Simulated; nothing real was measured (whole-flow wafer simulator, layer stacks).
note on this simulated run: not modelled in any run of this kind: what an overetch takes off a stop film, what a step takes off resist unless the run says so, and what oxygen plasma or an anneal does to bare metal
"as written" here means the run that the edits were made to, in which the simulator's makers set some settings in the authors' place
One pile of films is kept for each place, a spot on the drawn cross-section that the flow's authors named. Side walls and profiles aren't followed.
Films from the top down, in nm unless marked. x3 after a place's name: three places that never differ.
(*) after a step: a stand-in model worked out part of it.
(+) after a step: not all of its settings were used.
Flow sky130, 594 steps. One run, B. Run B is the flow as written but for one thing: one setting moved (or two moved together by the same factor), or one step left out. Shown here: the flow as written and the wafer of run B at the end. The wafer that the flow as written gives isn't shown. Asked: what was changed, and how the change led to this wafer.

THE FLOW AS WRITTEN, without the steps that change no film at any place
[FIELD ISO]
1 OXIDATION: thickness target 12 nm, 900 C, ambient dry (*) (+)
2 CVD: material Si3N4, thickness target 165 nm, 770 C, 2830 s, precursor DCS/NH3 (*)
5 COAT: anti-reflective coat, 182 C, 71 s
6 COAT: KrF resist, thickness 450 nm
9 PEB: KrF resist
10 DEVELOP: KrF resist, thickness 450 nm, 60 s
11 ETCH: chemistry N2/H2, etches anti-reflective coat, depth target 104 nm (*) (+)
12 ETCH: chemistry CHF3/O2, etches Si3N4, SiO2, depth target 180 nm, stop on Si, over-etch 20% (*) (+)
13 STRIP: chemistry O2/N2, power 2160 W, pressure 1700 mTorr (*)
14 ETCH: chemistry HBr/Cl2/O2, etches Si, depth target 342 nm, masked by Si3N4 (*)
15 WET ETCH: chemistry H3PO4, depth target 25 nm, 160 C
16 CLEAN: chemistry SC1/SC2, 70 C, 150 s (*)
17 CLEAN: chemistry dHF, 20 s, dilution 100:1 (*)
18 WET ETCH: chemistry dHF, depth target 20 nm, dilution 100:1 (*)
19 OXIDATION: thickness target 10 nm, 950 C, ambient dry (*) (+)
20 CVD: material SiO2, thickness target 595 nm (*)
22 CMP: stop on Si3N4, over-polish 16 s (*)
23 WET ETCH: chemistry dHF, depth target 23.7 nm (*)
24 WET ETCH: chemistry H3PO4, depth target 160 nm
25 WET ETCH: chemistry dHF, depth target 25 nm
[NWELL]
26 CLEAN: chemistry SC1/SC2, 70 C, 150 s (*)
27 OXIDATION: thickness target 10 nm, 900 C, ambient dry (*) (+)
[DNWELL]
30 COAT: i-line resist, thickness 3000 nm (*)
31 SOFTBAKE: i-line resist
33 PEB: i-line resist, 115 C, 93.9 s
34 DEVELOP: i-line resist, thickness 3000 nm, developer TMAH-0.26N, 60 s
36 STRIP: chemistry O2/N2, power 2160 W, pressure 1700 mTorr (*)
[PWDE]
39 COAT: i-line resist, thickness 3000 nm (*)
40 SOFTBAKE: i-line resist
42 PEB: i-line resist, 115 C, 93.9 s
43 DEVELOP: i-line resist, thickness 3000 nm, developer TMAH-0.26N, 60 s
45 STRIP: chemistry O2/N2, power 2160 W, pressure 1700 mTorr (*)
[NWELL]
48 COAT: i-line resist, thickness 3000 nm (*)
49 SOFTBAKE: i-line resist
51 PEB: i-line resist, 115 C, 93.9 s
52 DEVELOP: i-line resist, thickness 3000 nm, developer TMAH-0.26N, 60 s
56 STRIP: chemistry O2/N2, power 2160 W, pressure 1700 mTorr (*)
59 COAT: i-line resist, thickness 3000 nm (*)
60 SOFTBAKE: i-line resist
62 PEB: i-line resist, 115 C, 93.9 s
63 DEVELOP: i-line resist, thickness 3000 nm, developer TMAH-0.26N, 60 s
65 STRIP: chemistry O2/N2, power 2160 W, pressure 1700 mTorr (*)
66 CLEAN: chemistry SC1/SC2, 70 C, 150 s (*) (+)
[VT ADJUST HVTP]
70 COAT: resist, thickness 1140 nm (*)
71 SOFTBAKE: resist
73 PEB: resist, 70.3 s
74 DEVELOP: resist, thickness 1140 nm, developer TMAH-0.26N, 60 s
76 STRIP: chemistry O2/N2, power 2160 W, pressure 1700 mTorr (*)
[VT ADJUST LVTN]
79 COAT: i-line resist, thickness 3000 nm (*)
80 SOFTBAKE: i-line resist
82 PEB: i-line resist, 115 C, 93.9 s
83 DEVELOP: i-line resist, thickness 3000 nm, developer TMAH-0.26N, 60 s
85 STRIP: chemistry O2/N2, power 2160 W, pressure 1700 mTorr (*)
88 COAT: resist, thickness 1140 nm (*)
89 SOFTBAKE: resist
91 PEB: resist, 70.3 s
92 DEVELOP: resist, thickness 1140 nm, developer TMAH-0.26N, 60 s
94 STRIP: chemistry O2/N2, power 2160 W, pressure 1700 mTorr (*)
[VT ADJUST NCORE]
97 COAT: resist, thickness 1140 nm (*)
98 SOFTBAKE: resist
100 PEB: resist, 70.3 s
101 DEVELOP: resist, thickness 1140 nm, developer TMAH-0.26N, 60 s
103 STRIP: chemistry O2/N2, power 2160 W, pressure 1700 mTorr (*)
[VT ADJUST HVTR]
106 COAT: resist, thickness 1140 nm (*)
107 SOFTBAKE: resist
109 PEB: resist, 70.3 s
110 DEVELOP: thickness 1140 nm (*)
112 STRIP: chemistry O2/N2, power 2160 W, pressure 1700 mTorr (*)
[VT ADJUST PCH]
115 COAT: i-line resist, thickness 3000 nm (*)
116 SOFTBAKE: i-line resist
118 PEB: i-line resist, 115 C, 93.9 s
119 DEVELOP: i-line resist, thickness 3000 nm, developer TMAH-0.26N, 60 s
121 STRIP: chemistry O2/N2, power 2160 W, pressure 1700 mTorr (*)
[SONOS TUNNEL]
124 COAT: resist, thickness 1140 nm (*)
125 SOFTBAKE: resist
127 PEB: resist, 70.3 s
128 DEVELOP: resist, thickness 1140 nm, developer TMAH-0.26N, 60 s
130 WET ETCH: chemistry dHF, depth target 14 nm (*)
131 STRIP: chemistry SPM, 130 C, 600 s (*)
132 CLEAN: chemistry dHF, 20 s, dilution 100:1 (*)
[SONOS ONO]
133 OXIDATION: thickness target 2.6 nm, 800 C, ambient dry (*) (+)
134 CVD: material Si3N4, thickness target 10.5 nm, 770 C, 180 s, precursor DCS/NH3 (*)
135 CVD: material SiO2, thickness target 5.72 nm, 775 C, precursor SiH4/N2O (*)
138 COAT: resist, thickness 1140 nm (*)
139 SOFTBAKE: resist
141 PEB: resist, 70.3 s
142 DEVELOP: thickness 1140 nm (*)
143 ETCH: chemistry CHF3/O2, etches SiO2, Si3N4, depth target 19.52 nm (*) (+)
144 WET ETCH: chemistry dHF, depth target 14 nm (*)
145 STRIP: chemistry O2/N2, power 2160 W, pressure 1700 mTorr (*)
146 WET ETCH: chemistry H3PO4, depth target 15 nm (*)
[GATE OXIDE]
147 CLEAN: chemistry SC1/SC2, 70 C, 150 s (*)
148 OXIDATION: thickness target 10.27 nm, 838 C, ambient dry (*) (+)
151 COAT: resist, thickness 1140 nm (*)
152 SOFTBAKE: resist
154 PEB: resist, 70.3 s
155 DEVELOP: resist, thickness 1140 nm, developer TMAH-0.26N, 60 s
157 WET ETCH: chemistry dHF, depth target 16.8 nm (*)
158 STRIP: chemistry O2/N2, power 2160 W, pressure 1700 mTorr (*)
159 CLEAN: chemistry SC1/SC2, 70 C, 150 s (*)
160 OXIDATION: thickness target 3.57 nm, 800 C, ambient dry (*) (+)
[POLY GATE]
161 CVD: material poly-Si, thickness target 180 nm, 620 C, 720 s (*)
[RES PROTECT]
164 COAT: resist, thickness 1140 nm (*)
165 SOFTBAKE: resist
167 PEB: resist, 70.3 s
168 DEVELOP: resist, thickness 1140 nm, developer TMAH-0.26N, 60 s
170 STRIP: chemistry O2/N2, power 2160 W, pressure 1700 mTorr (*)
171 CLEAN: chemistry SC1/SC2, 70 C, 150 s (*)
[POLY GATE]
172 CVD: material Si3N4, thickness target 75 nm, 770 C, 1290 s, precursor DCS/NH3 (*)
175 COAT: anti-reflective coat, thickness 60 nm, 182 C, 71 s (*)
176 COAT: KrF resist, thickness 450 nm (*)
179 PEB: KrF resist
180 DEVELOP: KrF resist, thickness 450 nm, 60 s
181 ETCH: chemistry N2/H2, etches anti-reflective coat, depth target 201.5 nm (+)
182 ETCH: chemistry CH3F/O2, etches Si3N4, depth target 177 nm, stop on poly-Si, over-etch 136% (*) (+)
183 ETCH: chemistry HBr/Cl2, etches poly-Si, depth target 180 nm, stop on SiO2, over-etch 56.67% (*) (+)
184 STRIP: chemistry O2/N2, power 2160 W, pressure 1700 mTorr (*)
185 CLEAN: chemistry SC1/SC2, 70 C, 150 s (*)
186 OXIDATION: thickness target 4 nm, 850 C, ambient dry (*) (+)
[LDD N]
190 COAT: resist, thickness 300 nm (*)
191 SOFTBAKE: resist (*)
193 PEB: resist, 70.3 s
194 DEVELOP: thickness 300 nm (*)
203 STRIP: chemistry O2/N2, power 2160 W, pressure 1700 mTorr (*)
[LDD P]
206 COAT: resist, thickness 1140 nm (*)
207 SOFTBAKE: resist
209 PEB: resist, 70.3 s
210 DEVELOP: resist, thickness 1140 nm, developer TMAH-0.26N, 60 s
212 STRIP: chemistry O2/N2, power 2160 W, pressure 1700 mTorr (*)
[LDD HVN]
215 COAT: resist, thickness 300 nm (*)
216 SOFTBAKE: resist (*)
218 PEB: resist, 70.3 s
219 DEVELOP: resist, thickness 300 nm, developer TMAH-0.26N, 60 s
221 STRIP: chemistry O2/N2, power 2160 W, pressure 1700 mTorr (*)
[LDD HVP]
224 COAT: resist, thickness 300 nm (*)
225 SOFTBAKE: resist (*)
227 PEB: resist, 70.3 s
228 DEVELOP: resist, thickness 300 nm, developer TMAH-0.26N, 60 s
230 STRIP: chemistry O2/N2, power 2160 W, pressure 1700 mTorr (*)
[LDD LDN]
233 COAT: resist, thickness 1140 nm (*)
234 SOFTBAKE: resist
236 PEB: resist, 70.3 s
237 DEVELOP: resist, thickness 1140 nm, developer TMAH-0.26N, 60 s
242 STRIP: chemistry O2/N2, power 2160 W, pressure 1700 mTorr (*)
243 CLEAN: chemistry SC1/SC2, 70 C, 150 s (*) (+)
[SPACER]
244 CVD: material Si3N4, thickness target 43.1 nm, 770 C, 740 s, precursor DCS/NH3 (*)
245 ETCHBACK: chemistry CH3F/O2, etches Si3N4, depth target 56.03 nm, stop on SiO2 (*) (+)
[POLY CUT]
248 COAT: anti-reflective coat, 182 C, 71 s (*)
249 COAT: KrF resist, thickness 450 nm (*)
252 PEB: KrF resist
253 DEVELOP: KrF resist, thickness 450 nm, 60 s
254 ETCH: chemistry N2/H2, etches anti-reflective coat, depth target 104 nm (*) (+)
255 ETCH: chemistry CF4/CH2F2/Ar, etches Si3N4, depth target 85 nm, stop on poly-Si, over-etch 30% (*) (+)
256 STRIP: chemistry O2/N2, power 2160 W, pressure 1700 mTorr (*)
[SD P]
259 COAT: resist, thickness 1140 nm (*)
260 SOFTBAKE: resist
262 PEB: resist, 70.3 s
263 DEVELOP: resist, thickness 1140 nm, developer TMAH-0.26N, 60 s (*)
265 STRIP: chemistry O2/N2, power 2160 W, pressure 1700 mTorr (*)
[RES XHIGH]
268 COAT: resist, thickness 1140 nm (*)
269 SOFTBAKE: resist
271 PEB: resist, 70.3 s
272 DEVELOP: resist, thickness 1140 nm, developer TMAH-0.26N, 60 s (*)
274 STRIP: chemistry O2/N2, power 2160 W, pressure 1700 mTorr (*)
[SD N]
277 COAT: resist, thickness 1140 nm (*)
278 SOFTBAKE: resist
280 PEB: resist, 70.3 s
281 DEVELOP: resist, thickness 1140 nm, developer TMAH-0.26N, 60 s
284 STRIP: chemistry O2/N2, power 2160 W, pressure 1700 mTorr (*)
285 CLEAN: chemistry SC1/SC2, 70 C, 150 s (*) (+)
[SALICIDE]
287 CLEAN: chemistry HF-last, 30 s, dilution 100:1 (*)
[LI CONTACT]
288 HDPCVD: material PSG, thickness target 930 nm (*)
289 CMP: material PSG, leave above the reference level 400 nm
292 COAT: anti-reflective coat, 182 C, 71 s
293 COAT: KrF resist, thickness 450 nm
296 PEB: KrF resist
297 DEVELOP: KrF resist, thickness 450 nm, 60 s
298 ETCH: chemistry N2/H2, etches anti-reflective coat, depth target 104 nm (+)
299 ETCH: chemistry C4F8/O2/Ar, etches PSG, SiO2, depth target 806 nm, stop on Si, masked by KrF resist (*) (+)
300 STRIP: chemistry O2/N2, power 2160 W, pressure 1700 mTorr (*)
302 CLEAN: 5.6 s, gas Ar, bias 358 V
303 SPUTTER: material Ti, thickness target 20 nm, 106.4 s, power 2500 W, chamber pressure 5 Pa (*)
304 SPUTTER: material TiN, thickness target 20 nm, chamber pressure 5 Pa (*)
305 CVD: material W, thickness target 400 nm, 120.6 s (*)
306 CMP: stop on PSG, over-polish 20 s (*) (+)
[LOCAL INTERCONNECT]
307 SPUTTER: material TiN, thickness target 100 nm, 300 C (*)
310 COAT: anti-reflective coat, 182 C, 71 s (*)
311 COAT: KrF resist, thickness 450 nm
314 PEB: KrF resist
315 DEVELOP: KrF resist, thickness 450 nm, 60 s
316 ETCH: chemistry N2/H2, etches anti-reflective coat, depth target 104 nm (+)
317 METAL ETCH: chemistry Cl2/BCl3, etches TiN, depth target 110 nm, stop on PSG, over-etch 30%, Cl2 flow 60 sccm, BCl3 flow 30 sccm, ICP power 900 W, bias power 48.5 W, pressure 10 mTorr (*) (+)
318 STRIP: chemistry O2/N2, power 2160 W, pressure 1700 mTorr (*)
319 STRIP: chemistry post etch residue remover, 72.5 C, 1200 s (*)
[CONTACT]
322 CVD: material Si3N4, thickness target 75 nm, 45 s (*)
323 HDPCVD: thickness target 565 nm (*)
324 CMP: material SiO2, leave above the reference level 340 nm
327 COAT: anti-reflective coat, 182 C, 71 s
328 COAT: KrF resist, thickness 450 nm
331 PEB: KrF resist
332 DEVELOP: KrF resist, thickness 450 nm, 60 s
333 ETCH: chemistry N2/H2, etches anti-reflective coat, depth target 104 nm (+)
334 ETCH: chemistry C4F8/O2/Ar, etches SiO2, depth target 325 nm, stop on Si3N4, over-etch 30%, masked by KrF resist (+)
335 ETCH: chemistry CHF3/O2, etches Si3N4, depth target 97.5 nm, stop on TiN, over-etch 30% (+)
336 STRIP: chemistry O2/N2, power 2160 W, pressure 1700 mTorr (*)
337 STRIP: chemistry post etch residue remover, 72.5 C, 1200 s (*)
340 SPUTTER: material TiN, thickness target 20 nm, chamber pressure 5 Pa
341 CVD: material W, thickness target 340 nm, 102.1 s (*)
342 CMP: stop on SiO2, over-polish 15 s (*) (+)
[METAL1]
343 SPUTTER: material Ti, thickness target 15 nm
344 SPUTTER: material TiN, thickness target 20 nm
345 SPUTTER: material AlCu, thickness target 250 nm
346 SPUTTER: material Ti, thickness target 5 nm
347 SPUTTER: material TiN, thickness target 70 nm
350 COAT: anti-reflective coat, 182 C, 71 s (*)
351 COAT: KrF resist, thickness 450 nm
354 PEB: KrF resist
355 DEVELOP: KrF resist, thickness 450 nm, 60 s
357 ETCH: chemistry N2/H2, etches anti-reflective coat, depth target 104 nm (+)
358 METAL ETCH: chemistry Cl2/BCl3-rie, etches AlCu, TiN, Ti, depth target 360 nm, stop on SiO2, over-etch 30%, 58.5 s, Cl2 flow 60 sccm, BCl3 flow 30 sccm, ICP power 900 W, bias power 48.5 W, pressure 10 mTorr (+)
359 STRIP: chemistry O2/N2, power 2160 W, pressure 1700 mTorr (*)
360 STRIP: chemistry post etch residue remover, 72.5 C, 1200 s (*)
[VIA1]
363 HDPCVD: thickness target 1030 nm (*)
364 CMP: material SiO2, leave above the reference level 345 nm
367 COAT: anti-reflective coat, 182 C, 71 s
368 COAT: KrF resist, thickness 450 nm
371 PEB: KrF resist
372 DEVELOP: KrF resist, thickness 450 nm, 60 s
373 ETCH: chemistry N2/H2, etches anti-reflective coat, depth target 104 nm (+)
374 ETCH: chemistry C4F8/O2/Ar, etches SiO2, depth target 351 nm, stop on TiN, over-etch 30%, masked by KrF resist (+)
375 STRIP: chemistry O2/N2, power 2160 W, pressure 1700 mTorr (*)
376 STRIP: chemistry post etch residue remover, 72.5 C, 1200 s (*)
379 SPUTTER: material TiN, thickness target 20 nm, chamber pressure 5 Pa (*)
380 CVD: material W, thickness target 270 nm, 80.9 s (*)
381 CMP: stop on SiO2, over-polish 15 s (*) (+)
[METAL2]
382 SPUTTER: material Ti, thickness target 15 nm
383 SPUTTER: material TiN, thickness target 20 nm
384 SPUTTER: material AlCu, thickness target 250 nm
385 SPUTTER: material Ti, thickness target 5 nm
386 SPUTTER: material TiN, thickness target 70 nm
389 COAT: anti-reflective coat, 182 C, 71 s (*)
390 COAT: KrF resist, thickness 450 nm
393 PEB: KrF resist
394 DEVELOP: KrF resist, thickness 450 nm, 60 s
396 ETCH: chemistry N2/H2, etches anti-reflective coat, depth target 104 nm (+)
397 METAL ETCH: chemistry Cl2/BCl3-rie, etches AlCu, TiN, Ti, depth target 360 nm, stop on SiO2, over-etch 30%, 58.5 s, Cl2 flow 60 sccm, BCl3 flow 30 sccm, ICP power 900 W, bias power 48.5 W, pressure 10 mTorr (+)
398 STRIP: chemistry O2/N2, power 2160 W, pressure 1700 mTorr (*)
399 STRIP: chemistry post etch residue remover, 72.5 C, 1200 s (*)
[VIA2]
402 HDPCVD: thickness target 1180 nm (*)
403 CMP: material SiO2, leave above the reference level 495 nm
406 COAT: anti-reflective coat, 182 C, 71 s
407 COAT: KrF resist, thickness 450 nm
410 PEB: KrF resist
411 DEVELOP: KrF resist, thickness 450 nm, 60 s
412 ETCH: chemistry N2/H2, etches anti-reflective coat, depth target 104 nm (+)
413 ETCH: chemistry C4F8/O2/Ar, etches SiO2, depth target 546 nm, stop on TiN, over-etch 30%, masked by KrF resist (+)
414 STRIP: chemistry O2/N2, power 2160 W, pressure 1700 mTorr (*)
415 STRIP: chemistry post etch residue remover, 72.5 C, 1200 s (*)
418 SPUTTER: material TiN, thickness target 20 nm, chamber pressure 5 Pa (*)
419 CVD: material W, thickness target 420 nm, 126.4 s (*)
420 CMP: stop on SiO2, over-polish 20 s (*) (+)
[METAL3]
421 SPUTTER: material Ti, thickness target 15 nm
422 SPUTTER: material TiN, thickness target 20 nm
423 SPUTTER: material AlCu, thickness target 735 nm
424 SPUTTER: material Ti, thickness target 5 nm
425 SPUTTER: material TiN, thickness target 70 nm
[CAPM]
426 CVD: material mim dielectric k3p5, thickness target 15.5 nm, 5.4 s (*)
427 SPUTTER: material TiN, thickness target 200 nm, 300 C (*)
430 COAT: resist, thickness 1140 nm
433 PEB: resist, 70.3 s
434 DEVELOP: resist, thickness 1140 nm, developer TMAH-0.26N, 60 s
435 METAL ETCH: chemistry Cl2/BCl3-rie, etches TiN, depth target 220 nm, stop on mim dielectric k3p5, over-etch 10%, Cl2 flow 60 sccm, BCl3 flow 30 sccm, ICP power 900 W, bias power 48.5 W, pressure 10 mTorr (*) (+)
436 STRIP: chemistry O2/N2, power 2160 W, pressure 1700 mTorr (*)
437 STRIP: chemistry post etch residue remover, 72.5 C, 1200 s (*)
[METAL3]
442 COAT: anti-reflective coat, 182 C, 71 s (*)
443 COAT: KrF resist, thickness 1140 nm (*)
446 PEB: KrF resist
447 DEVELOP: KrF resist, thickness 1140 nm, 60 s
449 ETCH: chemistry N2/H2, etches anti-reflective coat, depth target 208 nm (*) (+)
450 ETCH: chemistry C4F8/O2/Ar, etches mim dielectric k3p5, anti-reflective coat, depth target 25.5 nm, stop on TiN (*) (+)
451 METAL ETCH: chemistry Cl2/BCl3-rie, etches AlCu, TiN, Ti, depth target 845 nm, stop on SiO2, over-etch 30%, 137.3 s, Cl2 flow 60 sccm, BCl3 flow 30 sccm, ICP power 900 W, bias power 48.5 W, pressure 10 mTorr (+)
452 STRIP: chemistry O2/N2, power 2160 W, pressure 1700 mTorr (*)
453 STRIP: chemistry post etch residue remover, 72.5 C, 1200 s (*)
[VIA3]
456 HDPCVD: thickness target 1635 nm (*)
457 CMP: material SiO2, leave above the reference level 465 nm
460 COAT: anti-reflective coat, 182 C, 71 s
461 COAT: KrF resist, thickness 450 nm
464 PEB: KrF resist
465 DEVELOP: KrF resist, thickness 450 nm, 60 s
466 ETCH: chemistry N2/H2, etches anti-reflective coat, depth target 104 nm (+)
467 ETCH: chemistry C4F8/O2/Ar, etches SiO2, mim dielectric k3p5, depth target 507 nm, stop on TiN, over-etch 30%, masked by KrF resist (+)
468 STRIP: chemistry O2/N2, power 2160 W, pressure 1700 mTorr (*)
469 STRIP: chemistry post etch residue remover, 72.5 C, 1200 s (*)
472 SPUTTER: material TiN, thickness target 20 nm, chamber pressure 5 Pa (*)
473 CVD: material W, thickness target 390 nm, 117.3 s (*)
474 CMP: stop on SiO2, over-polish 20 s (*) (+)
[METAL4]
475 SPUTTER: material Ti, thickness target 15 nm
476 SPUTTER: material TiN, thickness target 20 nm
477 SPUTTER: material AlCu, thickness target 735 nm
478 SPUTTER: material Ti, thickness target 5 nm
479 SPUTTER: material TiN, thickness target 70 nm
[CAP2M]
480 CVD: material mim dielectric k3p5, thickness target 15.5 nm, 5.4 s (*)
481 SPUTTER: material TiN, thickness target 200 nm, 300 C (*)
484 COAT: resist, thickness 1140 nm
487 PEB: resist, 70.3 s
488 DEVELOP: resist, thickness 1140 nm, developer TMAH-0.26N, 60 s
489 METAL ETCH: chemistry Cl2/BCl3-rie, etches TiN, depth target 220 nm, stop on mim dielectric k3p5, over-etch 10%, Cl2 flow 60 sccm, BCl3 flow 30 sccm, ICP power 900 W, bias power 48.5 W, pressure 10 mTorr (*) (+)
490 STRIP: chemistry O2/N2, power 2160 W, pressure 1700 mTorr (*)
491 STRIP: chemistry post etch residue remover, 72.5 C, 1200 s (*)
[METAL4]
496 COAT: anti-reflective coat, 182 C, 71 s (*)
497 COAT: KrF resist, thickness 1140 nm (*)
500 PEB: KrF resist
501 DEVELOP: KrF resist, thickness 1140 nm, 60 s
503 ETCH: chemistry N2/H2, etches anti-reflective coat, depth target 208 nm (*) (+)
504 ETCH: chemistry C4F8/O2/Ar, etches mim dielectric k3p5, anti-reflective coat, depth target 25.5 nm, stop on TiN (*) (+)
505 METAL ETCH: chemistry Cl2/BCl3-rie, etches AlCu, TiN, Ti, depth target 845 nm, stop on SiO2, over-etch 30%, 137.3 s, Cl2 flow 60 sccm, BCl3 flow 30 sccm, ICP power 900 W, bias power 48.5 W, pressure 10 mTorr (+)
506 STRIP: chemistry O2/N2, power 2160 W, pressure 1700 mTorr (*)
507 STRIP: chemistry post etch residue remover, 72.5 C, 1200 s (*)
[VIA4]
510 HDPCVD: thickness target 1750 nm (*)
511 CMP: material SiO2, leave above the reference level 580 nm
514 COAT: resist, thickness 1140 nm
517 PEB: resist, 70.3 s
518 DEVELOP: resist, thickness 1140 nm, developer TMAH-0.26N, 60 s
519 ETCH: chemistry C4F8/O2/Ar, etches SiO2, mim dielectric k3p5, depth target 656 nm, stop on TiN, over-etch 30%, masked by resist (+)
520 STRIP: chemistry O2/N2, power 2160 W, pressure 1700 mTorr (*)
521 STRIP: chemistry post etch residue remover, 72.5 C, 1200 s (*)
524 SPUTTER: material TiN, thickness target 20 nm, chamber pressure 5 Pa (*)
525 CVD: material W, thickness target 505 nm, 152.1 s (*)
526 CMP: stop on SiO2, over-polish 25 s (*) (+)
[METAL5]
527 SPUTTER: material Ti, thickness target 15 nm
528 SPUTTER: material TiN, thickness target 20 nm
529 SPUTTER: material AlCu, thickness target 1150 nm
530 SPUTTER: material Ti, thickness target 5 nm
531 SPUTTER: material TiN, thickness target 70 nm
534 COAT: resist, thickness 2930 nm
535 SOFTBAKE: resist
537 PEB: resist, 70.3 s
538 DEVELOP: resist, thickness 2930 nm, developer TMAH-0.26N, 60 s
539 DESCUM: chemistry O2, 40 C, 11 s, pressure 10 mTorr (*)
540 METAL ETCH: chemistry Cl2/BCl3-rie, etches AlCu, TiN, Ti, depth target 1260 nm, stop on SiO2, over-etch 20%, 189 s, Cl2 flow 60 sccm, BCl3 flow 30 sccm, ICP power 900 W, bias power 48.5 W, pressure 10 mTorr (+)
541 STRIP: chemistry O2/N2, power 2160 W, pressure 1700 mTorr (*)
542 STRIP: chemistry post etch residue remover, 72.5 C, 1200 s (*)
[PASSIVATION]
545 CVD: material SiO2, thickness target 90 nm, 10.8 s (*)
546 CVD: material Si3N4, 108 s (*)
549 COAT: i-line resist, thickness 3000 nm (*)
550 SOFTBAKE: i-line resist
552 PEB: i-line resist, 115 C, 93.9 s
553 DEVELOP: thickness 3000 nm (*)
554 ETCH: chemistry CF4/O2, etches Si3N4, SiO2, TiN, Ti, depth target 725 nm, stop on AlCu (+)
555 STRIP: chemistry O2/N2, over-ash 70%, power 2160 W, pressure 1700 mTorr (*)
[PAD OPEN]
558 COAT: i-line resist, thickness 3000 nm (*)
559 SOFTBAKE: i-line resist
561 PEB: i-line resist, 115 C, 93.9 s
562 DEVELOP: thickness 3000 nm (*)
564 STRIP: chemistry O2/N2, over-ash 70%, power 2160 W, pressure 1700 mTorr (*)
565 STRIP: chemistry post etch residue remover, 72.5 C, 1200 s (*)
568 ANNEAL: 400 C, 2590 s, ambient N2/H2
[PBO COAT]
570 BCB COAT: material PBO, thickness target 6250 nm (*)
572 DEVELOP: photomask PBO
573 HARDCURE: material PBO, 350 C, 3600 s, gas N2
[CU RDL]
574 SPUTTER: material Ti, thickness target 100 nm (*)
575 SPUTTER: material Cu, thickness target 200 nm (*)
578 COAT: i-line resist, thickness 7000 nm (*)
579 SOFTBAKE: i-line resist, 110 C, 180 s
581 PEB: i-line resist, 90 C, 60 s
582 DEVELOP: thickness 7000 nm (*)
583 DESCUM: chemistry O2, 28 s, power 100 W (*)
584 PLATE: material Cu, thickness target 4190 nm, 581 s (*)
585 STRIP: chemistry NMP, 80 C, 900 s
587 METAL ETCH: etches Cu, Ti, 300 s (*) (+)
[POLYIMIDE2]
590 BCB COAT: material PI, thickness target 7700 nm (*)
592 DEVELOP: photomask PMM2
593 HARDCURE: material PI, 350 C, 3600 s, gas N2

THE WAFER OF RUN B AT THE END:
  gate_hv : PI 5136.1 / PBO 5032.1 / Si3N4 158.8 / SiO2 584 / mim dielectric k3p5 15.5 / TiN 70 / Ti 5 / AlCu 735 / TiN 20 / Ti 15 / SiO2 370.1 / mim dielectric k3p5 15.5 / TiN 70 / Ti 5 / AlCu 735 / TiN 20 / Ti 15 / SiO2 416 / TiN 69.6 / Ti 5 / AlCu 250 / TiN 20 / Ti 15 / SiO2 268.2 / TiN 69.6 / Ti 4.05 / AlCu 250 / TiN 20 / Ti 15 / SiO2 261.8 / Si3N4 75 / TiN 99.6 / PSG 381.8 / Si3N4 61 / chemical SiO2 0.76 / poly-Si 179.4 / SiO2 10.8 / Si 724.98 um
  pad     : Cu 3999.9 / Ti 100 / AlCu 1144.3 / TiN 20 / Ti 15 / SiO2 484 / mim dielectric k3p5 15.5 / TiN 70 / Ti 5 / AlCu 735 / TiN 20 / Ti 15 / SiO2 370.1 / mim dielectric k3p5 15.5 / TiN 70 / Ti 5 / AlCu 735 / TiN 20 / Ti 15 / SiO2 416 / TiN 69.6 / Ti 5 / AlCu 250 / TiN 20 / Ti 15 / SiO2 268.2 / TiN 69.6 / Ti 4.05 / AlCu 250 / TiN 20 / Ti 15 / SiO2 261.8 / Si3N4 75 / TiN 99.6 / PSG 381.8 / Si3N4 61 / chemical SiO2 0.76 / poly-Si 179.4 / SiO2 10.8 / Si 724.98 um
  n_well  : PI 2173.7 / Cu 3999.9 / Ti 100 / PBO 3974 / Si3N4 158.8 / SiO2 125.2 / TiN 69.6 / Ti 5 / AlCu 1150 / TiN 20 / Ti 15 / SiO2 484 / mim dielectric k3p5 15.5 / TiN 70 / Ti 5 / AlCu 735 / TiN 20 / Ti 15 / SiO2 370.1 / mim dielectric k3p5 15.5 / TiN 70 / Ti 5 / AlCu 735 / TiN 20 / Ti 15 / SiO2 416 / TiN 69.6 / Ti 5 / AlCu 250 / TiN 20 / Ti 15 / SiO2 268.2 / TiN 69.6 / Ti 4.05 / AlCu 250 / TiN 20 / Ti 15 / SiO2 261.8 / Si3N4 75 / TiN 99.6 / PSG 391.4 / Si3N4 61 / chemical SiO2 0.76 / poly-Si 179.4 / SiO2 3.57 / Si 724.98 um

The cause: step 346, SPUTTER: thickness target 4.05 nm was run, where the flow has thickness target 5 nm.
It can be read off the wafer: gate_hv has Ti 4.05, and step 346 as written asks for 5 nm.

How the change led to this, step by step:
  346 SPUTTER: material Ti, thickness target 5 nm
      field, active, n_well and 188 more: Ti +4.05 (new film) (as written it would be: Ti +5 (new film))
  358 METAL ETCH: chemistry Cl2/BCl3-rie, etches AlCu, TiN, Ti, depth target 360 nm, stop on SiO2, over-etch 30%, 58.5 s, Cl2 flow 60 sccm, BCl3 flow 30 sccm, ICP power 900 W, bias power 48.5 W, pressure 10 mTorr (+)
      field, active, gate and 81 more: TiN -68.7 (all of it), Ti -4.05 (all of it), AlCu -250 (all of it), TiN -20 (all of it), Ti -15 (all of it), SiO2 -11 (as written it would be: TiN -68.7 (all of it), Ti -5 (all of it), AlCu -250 (all of it), TiN -20 (all of it), Ti -15 (all of it), SiO2 -10.9)
